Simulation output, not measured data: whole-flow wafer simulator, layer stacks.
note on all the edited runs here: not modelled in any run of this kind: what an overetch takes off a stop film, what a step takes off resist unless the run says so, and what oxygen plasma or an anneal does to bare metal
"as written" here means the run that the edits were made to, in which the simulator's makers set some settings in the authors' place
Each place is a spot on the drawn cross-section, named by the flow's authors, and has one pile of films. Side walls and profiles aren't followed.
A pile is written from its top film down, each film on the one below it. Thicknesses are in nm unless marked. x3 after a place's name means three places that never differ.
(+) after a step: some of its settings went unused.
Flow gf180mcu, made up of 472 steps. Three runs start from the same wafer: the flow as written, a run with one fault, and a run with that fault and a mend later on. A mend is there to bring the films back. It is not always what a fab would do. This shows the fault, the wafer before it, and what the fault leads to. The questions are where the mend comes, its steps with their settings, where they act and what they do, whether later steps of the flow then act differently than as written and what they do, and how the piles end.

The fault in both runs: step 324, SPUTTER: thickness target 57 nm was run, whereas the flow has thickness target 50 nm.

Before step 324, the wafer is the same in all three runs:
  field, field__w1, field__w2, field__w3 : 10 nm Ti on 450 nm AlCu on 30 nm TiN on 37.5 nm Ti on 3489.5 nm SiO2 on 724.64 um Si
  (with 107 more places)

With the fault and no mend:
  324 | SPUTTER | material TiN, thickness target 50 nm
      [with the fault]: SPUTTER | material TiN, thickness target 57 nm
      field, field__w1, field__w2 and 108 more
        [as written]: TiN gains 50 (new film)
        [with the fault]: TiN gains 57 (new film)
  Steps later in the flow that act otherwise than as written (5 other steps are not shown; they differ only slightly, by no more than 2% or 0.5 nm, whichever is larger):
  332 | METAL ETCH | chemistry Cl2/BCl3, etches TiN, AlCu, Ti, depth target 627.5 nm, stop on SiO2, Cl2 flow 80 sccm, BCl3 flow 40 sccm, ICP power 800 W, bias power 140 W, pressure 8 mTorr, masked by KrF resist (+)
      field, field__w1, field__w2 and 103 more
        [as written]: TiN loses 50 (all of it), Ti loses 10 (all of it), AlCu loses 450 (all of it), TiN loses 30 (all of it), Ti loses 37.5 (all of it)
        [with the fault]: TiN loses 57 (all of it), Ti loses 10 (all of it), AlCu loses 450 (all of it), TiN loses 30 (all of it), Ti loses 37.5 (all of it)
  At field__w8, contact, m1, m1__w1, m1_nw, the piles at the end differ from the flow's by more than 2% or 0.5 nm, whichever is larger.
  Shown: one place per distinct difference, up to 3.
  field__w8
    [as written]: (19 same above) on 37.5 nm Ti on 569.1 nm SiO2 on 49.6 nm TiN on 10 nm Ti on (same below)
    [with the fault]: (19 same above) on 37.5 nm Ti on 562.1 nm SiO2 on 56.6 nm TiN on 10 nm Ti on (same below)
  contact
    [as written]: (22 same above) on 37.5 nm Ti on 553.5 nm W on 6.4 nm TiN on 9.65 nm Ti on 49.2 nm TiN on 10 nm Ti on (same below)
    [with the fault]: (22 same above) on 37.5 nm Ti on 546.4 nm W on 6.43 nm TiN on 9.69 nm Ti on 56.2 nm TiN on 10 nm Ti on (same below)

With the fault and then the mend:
  After step 324 comes the mend.
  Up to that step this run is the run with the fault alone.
  324a | METAL ETCH | chemistry Cl2/BCl3, etches TiN, AlCu, Ti, depth target 7 nm, Cl2 flow 80 sccm, BCl3 flow 40 sccm, ICP power 800 W, bias power 140 W, pressure 8 mTorr (the flow's step 260, run once more with other settings)
      field, field__w1, field__w2 and 108 more
        TiN loses 7
  Later steps of the flow that are run all act as written at every place that is followed.
  By the end, the piles equal the flow's at every place that both follow.
